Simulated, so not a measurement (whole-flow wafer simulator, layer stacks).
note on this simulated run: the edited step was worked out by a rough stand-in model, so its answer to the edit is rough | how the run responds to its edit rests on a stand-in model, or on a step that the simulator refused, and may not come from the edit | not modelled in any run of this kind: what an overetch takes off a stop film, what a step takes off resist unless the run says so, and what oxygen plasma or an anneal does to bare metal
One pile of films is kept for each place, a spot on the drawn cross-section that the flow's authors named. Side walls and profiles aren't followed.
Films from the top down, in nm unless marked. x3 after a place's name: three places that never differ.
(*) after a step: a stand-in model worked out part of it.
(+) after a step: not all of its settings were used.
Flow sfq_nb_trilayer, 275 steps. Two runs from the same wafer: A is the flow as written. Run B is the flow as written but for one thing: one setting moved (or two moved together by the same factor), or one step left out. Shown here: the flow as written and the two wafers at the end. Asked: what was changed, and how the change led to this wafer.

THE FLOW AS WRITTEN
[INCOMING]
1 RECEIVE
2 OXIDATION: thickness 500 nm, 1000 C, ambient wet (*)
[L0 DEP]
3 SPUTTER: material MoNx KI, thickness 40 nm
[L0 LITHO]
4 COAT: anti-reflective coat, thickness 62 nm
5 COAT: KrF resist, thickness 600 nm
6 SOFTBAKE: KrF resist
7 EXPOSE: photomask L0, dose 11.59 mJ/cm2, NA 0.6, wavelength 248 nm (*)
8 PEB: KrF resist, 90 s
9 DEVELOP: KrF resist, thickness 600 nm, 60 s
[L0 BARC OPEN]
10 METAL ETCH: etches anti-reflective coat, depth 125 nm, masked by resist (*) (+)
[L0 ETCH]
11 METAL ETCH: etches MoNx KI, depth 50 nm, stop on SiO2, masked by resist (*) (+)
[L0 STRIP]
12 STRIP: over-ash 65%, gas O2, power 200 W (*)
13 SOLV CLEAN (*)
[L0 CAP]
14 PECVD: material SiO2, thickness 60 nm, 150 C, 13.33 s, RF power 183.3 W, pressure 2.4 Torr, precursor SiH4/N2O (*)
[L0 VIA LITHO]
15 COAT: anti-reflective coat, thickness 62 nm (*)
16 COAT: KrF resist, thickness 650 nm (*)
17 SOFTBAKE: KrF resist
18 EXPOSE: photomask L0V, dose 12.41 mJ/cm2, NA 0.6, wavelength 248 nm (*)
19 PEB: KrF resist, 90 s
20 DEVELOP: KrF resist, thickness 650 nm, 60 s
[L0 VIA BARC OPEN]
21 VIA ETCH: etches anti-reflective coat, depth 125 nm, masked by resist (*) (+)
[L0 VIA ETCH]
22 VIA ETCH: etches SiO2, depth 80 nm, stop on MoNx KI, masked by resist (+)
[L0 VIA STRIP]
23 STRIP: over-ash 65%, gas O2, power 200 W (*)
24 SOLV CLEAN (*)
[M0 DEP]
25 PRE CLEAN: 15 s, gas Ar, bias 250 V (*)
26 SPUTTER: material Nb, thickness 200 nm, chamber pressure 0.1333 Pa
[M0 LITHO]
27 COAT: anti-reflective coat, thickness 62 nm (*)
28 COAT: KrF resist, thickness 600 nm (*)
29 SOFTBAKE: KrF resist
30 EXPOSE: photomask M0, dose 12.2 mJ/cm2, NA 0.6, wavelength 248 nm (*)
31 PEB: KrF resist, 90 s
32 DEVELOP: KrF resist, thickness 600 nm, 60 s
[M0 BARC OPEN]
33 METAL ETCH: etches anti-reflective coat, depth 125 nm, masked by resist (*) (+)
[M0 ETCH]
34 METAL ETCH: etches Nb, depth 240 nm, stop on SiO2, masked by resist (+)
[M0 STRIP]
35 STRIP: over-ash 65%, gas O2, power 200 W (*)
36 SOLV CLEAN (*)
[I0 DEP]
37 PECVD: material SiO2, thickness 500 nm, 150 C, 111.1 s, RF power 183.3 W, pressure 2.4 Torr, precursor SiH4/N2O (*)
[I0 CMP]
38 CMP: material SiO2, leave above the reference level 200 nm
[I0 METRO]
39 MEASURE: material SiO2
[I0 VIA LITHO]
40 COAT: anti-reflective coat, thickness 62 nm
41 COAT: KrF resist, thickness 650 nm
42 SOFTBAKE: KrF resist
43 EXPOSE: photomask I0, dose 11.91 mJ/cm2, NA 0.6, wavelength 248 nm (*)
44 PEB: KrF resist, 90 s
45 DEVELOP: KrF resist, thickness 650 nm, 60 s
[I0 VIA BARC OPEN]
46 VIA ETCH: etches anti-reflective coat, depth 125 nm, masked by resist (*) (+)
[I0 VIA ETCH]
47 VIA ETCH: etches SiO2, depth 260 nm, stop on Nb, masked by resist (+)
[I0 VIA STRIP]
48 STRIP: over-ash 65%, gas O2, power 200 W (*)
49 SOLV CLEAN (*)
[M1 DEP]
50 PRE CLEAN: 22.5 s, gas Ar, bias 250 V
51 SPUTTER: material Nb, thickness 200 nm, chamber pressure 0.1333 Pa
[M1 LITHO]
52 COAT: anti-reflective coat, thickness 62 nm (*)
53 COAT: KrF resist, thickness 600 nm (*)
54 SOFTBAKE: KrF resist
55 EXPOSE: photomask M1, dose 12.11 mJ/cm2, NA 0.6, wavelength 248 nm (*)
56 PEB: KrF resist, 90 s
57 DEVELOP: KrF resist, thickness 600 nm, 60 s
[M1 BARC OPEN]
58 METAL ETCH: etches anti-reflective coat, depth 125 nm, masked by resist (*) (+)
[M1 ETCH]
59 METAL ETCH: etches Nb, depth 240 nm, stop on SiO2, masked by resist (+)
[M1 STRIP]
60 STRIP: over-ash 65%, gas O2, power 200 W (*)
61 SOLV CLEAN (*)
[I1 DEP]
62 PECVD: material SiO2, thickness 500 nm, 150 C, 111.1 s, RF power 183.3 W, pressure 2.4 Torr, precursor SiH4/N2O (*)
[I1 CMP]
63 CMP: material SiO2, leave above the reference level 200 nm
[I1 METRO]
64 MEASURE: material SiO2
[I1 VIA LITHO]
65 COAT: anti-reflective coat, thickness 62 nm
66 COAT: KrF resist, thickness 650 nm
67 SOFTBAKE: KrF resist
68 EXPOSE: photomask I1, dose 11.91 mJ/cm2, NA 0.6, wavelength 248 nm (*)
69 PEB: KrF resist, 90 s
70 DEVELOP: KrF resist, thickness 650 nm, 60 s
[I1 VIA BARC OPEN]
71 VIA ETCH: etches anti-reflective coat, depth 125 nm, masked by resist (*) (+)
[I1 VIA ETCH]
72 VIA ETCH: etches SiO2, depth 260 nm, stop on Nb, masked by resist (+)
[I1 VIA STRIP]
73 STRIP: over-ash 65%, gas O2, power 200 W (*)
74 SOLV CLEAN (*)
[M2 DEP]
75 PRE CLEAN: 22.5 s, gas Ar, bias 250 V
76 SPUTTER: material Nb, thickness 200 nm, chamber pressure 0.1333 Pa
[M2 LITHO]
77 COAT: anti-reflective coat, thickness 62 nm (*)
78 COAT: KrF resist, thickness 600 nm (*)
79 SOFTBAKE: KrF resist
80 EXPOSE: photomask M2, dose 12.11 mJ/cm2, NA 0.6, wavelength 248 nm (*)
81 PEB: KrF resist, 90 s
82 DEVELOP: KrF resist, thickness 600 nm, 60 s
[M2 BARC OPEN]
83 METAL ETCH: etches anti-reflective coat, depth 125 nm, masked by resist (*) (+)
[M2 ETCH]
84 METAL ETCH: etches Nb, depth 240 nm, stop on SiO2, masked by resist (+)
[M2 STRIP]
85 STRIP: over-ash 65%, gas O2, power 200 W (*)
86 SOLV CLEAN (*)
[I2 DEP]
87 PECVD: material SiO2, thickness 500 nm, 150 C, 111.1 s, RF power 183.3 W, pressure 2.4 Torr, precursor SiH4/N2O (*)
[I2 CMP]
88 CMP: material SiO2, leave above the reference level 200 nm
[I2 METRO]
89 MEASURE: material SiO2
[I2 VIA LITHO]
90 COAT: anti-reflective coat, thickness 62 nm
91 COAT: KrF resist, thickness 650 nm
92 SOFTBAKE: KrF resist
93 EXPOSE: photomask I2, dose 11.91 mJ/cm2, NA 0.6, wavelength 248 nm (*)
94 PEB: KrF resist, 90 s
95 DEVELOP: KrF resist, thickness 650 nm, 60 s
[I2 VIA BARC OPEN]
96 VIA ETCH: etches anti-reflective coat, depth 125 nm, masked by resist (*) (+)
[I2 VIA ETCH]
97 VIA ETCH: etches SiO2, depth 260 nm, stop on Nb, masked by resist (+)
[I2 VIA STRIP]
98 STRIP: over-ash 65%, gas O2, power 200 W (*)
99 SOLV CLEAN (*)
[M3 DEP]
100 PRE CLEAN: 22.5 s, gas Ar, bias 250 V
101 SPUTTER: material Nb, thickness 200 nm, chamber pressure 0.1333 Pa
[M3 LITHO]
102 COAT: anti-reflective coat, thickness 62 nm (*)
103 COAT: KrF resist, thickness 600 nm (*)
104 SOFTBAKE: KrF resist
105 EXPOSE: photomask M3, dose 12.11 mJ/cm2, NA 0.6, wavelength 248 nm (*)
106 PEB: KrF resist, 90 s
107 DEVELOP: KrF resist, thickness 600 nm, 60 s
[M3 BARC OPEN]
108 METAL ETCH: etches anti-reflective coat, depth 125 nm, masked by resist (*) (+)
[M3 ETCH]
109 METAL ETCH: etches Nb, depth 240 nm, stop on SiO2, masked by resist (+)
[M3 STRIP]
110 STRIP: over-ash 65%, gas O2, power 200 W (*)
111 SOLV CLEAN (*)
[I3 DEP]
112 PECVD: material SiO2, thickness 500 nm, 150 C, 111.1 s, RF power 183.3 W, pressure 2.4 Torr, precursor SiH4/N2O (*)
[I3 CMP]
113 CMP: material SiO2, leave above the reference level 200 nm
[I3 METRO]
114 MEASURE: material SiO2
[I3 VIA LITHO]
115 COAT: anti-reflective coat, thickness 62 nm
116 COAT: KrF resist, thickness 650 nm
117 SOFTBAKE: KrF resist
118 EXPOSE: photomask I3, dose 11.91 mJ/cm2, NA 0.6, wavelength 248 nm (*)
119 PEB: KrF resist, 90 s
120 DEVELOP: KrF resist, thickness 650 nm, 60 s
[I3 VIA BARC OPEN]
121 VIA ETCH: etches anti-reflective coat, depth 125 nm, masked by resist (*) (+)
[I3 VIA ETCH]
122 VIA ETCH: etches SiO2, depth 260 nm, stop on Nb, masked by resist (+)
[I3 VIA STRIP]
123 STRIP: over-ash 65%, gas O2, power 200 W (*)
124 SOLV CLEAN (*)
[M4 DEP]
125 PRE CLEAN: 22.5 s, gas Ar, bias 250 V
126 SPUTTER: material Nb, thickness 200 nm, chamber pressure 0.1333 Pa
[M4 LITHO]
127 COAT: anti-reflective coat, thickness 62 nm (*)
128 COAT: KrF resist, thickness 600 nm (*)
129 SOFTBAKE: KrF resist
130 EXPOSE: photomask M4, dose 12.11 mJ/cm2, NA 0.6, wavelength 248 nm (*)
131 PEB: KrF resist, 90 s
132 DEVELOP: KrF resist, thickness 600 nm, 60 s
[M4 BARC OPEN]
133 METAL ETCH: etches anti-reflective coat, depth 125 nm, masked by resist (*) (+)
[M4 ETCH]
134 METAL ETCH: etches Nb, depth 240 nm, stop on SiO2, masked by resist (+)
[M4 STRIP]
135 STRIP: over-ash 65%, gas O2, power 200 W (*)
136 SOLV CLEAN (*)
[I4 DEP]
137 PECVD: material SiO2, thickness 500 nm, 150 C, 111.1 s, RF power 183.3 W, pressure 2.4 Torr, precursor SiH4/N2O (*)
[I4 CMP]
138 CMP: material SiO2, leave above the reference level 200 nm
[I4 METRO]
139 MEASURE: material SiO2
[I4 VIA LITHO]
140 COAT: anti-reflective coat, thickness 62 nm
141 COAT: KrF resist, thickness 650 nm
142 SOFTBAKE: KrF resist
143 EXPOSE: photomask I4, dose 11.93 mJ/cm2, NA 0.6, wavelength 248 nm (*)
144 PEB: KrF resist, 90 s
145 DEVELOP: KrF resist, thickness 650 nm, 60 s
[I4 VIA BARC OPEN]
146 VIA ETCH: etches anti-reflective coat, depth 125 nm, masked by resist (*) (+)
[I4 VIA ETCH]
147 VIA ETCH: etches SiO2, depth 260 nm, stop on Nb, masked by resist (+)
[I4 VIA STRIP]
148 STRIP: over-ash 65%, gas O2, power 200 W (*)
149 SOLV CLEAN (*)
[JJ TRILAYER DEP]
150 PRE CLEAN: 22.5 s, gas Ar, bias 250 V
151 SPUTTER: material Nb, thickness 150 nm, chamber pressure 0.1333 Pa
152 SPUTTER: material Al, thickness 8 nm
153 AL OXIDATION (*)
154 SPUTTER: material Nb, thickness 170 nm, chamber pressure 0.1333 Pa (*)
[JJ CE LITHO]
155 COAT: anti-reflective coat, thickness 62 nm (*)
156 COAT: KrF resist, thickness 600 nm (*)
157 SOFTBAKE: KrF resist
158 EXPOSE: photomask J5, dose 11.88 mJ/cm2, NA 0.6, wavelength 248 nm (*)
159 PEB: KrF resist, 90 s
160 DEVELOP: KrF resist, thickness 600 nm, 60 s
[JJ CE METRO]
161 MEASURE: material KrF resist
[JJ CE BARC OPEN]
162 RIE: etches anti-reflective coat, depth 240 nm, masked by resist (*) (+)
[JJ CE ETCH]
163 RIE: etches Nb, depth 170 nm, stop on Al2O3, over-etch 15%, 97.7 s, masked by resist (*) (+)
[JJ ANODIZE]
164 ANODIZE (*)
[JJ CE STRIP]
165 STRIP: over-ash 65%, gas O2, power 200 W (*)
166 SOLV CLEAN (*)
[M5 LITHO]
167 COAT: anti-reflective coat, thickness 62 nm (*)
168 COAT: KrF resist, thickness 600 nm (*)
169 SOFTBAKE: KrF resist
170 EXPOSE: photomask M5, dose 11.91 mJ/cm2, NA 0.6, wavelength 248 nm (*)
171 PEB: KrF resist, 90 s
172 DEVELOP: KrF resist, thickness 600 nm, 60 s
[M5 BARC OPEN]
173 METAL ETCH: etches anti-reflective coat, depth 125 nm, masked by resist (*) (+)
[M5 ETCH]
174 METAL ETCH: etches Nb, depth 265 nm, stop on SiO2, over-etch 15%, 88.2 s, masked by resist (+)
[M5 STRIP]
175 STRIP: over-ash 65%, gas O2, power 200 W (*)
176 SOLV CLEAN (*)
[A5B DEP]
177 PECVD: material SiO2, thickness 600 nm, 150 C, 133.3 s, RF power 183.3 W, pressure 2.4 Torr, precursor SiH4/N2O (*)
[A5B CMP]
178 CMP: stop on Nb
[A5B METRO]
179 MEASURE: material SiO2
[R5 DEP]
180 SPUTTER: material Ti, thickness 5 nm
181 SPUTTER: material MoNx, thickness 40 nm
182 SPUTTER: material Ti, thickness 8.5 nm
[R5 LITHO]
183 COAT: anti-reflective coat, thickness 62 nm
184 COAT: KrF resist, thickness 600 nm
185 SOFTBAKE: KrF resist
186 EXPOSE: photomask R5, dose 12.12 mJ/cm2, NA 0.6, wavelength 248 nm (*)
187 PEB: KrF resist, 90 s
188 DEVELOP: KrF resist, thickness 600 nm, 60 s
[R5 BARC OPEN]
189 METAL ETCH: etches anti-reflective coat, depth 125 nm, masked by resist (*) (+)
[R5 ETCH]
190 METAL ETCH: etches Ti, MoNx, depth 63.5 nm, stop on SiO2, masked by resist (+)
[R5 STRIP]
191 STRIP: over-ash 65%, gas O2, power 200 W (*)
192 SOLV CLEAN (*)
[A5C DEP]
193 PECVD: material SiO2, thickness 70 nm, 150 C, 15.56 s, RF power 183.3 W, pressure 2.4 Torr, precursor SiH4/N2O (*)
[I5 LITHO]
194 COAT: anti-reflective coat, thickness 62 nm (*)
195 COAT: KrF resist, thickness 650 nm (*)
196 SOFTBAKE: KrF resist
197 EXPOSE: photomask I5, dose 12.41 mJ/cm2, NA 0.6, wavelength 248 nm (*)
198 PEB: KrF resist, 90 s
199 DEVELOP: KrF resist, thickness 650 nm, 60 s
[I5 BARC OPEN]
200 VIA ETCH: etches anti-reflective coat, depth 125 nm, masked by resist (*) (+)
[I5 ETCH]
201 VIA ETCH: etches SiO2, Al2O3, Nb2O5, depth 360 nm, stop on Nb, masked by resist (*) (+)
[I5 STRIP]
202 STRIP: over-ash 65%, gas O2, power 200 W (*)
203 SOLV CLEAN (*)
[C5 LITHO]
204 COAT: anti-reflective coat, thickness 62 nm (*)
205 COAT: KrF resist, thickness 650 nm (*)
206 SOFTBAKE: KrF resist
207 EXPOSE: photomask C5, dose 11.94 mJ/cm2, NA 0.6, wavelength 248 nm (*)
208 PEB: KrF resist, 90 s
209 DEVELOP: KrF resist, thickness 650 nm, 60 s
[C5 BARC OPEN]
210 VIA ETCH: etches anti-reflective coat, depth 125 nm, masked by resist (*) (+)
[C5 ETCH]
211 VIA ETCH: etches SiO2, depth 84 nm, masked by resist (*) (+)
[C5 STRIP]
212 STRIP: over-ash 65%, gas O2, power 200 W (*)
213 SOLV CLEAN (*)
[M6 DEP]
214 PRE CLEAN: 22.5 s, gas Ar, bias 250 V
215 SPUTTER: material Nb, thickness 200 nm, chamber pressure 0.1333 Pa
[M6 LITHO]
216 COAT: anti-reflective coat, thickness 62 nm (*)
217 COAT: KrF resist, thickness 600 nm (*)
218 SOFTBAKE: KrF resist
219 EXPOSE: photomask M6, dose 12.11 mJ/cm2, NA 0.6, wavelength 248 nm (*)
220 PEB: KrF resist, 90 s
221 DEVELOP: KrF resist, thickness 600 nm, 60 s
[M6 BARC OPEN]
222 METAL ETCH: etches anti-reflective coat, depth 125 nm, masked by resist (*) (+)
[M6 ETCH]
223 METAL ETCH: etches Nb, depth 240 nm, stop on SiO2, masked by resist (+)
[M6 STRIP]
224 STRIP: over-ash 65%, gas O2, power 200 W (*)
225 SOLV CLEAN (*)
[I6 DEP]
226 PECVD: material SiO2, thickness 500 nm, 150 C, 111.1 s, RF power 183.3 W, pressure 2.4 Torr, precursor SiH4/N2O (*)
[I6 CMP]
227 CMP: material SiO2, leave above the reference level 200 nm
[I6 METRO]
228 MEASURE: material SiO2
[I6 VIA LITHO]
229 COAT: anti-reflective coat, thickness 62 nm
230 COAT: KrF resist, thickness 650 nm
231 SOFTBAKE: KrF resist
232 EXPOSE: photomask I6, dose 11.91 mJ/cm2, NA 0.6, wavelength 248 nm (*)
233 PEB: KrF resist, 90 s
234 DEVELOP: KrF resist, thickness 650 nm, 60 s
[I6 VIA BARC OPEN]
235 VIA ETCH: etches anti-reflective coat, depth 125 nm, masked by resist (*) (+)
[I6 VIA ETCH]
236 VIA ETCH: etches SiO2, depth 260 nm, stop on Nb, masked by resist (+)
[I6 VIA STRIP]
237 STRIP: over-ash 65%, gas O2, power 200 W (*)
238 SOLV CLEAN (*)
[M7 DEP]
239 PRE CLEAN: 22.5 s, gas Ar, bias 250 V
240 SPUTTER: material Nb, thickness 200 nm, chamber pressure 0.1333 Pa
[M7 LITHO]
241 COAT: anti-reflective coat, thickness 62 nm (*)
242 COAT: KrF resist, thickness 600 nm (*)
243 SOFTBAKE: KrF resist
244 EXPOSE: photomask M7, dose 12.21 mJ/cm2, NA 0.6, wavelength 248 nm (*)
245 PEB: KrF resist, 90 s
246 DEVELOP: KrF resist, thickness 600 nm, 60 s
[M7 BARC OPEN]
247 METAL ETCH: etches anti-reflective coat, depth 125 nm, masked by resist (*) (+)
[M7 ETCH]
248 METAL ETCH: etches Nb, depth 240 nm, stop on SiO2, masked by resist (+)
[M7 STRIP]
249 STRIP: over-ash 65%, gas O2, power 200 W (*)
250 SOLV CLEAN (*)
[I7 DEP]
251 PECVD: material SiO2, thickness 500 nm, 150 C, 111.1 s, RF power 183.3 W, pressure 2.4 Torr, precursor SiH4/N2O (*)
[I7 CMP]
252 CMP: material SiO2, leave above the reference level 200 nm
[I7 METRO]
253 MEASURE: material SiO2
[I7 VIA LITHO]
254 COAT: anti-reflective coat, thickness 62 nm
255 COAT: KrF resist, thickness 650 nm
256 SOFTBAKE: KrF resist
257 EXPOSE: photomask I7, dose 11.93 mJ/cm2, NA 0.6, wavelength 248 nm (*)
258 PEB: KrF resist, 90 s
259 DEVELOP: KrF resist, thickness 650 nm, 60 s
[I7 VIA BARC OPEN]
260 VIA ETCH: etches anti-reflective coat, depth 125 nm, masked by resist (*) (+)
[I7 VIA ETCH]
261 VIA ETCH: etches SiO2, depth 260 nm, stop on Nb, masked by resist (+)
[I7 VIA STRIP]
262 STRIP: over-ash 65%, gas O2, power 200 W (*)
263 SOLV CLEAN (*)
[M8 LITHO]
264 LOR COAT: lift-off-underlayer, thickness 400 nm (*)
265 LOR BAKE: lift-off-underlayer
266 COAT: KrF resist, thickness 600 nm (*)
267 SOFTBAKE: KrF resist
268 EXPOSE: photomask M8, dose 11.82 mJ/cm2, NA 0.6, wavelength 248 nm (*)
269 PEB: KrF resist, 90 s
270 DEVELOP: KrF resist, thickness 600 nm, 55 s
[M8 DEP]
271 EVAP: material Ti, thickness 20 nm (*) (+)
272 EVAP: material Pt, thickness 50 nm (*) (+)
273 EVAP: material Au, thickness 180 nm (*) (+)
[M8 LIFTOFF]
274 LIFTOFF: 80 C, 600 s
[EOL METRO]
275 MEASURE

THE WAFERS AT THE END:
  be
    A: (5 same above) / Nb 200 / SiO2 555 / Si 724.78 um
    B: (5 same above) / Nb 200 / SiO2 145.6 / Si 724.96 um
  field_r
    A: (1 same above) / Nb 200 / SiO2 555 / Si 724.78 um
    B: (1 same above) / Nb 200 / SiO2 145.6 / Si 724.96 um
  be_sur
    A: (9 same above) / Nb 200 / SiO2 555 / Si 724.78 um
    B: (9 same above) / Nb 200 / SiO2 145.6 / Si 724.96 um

The cause: step 2, OXIDATION: 850 C was run, where the flow has 1000 C.

How the change led to this, step by step:
  2 OXIDATION: thickness 500 nm, 1000 C, ambient wet (*)
      field_l, v_sur, via_wl and 103 more: A SiO2 +500 (new film), chemical SiO2 -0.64 (all of it), Si -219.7 | B SiO2 +90.6 (new film), chemical SiO2 -0.64 (all of it), Si -39.6
